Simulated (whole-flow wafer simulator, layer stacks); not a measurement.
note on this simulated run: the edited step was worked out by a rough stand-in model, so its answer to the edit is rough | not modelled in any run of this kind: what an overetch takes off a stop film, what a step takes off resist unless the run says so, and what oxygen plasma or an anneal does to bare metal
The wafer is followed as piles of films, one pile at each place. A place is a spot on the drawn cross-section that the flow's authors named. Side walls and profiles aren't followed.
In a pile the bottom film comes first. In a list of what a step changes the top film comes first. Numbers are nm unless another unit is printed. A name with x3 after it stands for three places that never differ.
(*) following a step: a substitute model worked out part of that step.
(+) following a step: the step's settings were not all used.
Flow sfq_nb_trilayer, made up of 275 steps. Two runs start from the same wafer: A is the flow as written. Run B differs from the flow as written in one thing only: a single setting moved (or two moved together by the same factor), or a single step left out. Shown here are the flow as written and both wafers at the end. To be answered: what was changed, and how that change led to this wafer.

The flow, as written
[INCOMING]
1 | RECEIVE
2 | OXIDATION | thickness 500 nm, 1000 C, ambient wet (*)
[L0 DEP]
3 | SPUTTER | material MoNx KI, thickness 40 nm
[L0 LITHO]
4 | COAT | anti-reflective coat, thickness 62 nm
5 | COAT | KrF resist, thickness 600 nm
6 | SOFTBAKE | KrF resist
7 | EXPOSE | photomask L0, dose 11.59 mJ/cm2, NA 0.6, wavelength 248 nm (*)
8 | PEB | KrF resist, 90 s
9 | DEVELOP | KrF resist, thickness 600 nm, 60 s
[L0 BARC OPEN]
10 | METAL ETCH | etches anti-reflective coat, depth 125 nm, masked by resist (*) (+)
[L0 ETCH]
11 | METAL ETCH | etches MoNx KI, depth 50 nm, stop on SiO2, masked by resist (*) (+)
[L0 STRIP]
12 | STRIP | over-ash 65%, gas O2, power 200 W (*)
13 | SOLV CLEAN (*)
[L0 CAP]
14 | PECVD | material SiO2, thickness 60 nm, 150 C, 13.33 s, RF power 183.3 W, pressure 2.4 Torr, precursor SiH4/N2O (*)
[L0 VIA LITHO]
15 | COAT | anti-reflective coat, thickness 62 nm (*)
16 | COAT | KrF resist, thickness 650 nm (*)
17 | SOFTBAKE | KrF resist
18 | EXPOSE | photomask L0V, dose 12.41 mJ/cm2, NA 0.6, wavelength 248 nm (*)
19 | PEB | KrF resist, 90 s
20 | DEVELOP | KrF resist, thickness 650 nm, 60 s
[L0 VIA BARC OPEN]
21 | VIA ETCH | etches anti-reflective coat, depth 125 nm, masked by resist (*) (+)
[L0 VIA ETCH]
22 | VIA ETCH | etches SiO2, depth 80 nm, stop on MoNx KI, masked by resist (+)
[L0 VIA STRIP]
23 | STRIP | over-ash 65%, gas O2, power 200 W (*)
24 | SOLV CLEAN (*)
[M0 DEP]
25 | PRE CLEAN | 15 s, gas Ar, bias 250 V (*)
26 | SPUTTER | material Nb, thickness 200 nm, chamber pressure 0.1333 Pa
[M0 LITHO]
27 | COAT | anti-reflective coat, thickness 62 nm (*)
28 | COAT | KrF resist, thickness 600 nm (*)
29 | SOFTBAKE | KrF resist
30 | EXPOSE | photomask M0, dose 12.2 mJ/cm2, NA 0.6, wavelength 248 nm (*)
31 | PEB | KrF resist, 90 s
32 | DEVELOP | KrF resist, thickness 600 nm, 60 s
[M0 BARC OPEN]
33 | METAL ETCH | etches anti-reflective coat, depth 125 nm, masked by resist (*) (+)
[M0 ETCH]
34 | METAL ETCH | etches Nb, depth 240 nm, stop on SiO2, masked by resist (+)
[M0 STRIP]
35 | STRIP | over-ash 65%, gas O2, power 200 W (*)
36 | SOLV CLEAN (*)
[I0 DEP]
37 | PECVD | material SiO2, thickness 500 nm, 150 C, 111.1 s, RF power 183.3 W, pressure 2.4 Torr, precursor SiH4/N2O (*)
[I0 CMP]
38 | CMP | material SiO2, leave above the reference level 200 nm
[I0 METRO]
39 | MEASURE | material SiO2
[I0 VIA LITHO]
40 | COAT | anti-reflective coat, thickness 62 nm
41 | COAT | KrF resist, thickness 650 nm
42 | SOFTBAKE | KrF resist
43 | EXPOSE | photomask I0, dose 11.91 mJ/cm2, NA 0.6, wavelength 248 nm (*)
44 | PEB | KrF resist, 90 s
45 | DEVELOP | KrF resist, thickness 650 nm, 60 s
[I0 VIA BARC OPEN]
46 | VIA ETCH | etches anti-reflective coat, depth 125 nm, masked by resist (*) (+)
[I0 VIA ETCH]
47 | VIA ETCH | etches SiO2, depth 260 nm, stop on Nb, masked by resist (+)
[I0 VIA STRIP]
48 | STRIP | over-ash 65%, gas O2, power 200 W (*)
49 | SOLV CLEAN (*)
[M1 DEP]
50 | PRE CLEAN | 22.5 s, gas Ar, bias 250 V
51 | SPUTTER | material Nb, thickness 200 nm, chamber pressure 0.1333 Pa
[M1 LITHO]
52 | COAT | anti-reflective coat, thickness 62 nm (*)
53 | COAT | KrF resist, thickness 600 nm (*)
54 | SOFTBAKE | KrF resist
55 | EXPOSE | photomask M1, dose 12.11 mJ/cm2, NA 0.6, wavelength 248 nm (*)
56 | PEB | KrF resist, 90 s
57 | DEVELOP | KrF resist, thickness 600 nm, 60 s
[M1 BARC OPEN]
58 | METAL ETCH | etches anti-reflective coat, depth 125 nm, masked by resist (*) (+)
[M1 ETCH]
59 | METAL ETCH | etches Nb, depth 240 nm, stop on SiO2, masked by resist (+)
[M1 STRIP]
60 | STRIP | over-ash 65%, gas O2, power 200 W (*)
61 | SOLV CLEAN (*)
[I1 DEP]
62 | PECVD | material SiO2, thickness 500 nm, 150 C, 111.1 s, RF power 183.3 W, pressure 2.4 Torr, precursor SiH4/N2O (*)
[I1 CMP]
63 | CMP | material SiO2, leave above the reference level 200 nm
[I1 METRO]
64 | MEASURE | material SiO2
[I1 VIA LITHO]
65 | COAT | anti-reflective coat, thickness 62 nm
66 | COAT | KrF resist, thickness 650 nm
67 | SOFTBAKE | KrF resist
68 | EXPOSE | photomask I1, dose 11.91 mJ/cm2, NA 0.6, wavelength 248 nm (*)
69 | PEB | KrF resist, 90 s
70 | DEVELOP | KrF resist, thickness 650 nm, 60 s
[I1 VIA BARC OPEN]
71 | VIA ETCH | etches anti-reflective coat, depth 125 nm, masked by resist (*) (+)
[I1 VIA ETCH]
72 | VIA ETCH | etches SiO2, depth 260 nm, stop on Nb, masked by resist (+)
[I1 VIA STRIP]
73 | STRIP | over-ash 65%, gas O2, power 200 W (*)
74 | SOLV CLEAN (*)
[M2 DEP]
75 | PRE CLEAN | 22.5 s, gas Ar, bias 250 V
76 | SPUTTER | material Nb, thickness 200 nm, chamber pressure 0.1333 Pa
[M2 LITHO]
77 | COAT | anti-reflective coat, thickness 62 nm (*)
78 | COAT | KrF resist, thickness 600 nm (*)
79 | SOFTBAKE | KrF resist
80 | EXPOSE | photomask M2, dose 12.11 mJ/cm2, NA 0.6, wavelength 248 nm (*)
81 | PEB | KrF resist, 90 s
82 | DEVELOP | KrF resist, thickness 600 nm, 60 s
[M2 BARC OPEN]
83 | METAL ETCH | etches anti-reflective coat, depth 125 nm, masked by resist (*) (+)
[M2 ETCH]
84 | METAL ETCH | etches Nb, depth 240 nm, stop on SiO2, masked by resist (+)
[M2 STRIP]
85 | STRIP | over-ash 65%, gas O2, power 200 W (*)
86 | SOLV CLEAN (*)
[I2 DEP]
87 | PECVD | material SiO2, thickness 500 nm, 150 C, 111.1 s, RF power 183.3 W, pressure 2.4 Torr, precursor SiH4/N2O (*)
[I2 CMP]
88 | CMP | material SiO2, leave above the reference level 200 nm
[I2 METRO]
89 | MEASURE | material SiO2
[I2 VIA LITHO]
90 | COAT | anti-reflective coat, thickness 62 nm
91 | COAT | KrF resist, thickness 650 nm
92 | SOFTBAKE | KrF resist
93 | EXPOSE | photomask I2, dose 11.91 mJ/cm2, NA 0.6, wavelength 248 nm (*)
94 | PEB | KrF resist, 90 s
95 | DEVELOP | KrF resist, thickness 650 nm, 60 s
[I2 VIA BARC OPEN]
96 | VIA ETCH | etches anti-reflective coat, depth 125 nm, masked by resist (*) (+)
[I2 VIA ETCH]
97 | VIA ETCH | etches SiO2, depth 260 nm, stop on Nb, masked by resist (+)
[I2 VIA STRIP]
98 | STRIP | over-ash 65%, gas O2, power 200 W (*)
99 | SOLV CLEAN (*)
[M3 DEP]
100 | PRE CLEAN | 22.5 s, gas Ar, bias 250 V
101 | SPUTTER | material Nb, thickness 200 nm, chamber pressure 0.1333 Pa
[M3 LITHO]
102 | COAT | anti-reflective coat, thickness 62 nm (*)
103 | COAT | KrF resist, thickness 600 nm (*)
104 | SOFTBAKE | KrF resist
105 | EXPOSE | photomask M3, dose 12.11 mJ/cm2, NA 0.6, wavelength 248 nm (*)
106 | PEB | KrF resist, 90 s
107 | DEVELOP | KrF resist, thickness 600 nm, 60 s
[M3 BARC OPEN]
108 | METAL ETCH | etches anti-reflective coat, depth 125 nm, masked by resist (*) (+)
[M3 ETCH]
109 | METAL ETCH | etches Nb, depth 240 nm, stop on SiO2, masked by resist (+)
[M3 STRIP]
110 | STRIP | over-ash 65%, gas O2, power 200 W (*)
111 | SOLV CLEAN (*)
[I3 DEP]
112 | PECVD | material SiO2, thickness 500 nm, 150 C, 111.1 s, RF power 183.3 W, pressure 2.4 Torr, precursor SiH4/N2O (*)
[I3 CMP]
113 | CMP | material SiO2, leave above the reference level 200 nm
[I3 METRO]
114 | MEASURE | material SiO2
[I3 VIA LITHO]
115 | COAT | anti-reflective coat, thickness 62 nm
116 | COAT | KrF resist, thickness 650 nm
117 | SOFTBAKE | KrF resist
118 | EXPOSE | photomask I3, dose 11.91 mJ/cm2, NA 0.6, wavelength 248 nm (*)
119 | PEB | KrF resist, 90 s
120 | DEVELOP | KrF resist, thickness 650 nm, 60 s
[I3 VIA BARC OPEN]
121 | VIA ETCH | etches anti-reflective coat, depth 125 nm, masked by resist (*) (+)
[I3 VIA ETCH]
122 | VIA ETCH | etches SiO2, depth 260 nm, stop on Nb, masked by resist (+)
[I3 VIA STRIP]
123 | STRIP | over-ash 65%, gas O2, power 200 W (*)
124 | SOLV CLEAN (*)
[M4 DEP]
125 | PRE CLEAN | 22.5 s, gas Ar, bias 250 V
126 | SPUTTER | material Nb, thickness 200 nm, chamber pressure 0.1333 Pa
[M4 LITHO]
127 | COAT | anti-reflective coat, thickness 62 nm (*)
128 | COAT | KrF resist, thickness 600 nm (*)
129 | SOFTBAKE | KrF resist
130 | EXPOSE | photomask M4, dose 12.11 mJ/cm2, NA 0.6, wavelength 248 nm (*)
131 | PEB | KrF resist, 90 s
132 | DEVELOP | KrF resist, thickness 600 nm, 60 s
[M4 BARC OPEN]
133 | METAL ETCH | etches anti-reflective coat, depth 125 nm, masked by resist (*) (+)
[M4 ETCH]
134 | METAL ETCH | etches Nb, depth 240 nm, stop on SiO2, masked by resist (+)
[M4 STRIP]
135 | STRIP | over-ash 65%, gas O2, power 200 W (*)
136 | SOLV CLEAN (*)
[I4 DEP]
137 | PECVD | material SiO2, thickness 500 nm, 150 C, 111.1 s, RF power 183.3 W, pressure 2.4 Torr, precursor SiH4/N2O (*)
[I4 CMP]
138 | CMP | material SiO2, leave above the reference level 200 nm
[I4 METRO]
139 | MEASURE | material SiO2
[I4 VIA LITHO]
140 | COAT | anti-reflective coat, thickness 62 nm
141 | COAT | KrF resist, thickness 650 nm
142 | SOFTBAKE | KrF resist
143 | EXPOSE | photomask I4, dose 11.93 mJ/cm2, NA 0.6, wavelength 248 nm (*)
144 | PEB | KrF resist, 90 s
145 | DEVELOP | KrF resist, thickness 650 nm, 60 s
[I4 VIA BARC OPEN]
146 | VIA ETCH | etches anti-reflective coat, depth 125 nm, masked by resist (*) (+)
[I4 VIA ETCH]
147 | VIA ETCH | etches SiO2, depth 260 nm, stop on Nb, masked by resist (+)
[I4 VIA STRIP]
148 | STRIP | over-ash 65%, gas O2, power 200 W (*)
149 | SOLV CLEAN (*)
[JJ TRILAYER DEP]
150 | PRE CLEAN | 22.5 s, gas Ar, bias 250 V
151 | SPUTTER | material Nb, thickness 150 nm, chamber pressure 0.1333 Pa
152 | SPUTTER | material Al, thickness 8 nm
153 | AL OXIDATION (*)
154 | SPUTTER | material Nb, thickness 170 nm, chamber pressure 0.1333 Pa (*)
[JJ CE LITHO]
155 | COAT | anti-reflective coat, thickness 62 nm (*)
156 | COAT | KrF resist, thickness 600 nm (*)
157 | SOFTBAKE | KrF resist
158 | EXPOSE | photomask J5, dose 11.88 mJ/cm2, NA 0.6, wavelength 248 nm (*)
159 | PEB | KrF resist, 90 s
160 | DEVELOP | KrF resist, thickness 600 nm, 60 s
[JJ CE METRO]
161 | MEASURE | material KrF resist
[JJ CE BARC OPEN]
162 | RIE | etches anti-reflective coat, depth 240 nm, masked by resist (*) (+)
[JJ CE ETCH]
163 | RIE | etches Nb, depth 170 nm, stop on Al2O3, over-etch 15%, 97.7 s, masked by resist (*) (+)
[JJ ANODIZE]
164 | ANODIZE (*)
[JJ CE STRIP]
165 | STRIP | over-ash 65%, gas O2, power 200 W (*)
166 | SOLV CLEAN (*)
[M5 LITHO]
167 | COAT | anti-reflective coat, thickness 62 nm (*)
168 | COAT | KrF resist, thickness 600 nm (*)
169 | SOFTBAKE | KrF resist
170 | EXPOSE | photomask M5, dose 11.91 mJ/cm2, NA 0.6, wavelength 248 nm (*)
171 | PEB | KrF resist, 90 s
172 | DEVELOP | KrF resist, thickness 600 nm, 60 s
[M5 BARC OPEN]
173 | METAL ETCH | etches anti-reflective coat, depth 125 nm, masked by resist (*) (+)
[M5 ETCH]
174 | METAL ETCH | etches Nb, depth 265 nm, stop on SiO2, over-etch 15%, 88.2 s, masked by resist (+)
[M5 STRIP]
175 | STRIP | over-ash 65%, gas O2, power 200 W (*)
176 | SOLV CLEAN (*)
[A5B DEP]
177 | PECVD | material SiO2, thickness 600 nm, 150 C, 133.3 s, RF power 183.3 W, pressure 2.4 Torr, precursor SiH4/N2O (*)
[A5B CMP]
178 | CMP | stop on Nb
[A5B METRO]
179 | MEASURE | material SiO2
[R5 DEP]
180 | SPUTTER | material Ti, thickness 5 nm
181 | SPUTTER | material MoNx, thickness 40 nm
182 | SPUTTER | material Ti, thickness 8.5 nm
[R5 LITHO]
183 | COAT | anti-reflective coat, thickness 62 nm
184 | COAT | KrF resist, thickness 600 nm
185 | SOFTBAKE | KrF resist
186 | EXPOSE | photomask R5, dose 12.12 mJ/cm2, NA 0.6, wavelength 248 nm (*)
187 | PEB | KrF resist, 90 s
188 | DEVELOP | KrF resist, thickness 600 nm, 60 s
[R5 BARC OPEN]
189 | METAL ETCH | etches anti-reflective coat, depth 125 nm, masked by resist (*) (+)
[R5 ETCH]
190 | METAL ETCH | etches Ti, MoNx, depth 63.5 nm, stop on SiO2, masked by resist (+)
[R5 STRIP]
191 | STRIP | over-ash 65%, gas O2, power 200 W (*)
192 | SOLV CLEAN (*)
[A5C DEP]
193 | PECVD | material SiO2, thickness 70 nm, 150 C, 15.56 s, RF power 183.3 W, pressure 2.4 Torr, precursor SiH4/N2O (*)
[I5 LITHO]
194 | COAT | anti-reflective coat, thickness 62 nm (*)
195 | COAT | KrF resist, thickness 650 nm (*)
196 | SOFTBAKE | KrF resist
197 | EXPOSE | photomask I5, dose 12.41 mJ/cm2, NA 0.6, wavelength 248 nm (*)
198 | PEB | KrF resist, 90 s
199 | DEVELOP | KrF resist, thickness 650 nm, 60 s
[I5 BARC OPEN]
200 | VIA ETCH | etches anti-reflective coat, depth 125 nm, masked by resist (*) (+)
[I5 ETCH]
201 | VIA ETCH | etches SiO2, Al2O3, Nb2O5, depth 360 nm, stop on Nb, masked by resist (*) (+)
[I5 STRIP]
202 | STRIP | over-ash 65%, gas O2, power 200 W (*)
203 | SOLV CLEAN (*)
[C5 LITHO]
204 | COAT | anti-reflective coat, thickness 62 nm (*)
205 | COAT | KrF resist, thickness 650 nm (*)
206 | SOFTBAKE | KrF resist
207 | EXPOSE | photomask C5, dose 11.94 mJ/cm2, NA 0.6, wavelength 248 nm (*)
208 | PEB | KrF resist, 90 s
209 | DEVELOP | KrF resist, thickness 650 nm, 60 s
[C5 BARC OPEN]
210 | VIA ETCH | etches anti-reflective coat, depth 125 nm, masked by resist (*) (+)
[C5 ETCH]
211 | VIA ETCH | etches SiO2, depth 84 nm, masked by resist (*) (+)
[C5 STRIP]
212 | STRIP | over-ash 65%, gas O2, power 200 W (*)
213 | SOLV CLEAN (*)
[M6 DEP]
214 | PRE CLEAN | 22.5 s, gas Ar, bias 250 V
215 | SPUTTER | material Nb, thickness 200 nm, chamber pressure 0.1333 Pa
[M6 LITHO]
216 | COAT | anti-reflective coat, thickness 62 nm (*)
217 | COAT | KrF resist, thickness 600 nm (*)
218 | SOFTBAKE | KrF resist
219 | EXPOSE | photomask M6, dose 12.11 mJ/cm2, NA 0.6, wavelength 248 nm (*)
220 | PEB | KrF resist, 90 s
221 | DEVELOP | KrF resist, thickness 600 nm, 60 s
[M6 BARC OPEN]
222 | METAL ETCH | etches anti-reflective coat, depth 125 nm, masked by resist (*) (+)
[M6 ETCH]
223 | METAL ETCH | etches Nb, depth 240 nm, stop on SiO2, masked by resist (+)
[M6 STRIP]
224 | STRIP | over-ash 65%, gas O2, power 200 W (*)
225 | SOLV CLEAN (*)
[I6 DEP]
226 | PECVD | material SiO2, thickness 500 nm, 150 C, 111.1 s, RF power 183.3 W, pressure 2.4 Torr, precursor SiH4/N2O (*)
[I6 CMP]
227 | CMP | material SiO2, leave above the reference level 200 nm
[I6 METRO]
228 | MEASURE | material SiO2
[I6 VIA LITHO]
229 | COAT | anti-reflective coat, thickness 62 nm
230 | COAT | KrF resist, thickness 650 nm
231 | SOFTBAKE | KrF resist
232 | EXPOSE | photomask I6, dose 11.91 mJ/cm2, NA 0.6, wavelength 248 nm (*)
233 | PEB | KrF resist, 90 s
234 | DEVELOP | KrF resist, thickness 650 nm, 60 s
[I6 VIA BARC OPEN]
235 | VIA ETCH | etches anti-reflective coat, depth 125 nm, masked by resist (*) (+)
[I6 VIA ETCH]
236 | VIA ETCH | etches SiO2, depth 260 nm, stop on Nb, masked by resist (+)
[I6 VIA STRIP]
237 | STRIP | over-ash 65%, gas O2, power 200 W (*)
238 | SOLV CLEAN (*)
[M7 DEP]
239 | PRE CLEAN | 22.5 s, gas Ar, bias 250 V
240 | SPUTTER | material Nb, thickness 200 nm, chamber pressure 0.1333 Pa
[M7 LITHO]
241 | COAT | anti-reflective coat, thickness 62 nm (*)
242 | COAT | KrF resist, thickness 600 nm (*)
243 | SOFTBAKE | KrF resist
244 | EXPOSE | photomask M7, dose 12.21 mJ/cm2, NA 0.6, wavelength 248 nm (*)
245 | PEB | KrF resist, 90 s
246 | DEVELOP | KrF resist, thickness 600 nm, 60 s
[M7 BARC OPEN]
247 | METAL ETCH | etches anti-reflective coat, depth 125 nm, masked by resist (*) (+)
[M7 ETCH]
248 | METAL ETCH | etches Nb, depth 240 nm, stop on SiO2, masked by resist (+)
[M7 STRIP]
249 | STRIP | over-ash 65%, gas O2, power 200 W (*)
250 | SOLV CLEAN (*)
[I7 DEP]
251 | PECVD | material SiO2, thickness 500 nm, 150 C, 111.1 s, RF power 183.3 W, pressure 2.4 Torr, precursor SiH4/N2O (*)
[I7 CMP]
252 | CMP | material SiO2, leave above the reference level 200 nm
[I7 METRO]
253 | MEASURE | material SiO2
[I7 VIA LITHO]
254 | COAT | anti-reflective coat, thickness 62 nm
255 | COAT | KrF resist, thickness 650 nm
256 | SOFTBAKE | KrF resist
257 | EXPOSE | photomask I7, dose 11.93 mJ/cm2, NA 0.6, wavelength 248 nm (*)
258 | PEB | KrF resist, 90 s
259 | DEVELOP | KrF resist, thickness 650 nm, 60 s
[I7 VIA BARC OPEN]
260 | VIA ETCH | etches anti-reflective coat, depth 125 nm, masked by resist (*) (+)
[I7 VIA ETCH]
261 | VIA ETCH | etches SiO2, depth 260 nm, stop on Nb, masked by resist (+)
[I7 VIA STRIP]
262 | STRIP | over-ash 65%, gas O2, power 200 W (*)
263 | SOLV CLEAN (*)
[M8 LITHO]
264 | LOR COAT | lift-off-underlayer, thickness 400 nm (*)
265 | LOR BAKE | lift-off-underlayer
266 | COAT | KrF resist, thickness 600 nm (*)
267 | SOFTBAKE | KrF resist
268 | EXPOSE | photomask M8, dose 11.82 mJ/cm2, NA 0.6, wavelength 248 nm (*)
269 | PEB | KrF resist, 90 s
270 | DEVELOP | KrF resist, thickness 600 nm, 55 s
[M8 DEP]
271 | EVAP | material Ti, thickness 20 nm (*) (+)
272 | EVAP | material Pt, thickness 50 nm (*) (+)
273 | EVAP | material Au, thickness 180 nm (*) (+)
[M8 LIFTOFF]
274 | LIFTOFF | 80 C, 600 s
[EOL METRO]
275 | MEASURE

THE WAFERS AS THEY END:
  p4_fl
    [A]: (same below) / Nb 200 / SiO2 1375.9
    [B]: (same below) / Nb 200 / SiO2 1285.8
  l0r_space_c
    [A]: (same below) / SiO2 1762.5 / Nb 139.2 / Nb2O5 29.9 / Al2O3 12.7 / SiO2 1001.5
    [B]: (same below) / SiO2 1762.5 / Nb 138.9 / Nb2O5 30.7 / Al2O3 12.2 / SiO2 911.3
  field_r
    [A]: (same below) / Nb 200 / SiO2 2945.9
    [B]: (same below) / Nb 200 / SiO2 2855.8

The reason: step 154, SPUTTER: thickness 79.9 nm was run, whereas the flow has thickness 170 nm.

The path from the change to this, step by step:
  154 | SPUTTER | material Nb, thickness 170 nm, chamber pressure 0.1333 Pa (*)
      field_l, v_sur, via_sp and 100 more: A +170 Nb (new film) | B +79.9 Nb (new film)
      via_wl, via_wr: A +140.7 Nb (new film) | B +66 Nb (new film)
      (and at 1 other place as well)
  155 | COAT | anti-reflective coat, thickness 62 nm (*)
      via_wl, via_wr: A +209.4 anti-reflective coat (new film) | B +188.3 anti-reflective coat (new film)
      via_w: A +97.4 anti-reflective coat (new film) | B +91.2 anti-reflective coat (new film)
  162 | RIE | etches anti-reflective coat, depth 240 nm, masked by resist (*) (+)
      ce_l, c5j, ce_r, wl_jj: A -209.4 KrF resist | B -188.3 KrF resist
      via_wl, via_wr: A -209.4 anti-reflective coat (all of it) | B -188.3 anti-reflective coat (all of it)
      (and at 1 other place as well)
  163 | RIE | etches Nb, depth 170 nm, stop on Al2O3, over-etch 15%, 97.7 s, masked by resist (*) (+)
      field_l, v_sur, via_sp and 96 more: A -170 Nb (all of it), -0.51 Al2O3 | B -79.9 Nb (all of it), -0.96 Al2O3 (all of it)
      via_wl, via_wr: A -140.7 Nb (all of it), -0.96 Al2O3 (all of it) | B -66 Nb (all of it), -0.96 Al2O3 (all of it)
      (and at 1 other place as well)
  164 | ANODIZE (*)
      field_l, v_sur, via_sp and 96 more: A +12.2 Al2O3, +29.9 Nb2O5 (new film), -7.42 Al (all of it), -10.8 Nb | B +12.2 Al2O3 (new film), +30.7 Nb2O5 (new film), -7.42 Al (all of it), -11.1 Nb
  165 | STRIP | over-ash 65%, gas O2, power 200 W (*)
      c5j, ce_r: A -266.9 KrF resist (all of it), -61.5 anti-reflective coat (all of it) | B -288 KrF resist (all of it), -61.5 anti-reflective coat (all of it)
      ce_l: A -266.8 KrF resist (all of it), -61.4 anti-reflective coat (all of it) | B -287.9 KrF resist (all of it), -61.5 anti-reflective coat (all of it)
      (and at 1 other place as well)
  167 | COAT | anti-reflective coat, thickness 62 nm (*)
      wl_j_sl, wl_j_sr: A +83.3 anti-reflective coat (new film) | B +71.6 anti-reflective coat (new film)
      gap: A +58.9 anti-reflective coat (new film) | B +61.3 anti-reflective coat (new film)
      (and at 8 other places as well)
  168 | COAT | KrF resist, thickness 600 nm (*)
      ce_l: A +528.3 KrF resist (new film) | B +576.7 KrF resist (new film)
      c5j: A +507.6 KrF resist (new film) | B +565.3 KrF resist (new film)
      (and at 2 other places as well)
  173 | METAL ETCH | etches anti-reflective coat, depth 125 nm, masked by resist (*) (+)
      wl_a_sl: A -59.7 anti-reflective coat (all of it), -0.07 Al2O3 | B -62 anti-reflective coat (all of it)
  174 | METAL ETCH | etches Nb, depth 265 nm, stop on SiO2, over-etch 15%, 88.2 s, masked by resist (+)
      field_l, r_sur, res and 50 more: A -12.6 Al2O3 (all of it), -29.9 Nb2O5 (all of it), -139.2 Nb (all of it), -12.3 SiO2 | B -12.2 Al2O3 (all of it), -30.7 Nb2O5 (all of it), -138.9 Nb (all of it), -12.3 SiO2
  175 | STRIP | over-ash 65%, gas O2, power 200 W (*)
      wl_j_sl, wl_j_sr: A -378 KrF resist (all of it), -83.3 anti-reflective coat (all of it) | B -371.6 KrF resist (all of it), -71.6 anti-reflective coat (all of it)
      gap: A -383.4 KrF resist (all of it), -58.9 anti-reflective coat (all of it) | B -373.5 KrF resist (all of it), -61.3 anti-reflective coat (all of it)
      (and at 7 other places as well)
  178 | CMP | stop on Nb
      v_sur, via_sp, via_v and 43 more: A -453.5 SiO2 | B -543.7 SiO2
      field_l, p4_fl, p4_fm and 39 more: A -259.3 SiO2 | B -349.4 SiO2
      (and at 14 other places as well)
  201 | VIA ETCH | etches SiO2, Al2O3, Nb2O5, depth 360 nm, stop on Nb, masked by resist (*) (+)
      be: A -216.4 SiO2 (all of it), -12.7 Al2O3 (all of it), -29.9 Nb2O5 (all of it) | B -126.2 SiO2 (all of it), -12.2 Al2O3 (all of it), -30.7 Nb2O5 (all of it)
  204 | COAT | anti-reflective coat, thickness 62 nm (*)
      wire: A +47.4 anti-reflective coat (new film) | B +50 anti-reflective coat (new film)
      be: A +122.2 anti-reflective coat (new film) | B +108.9 anti-reflective coat (new film)
      (and at 1 other place as well)
  205 | COAT | KrF resist, thickness 650 nm (*)
      be: A +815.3 KrF resist (new film) | B +751 KrF resist (new film)
  212 | STRIP | over-ash 65%, gas O2, power 200 W (*)
      wire: A -555.8 KrF resist (all of it), -47.4 anti-reflective coat (all of it) | B -560.9 KrF resist (all of it), -50 anti-reflective coat (all of it)
      be: A -728.2 KrF resist (all of it), -122.2 anti-reflective coat (all of it) | B -663.9 KrF resist (all of it), -108.9 anti-reflective coat (all of it)
      (and at 1 other place as well)
  ... 5 other steps ...
  227 | CMP | material SiO2, leave above the reference level 200 nm
      be: A -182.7 SiO2 | B -157.1 SiO2
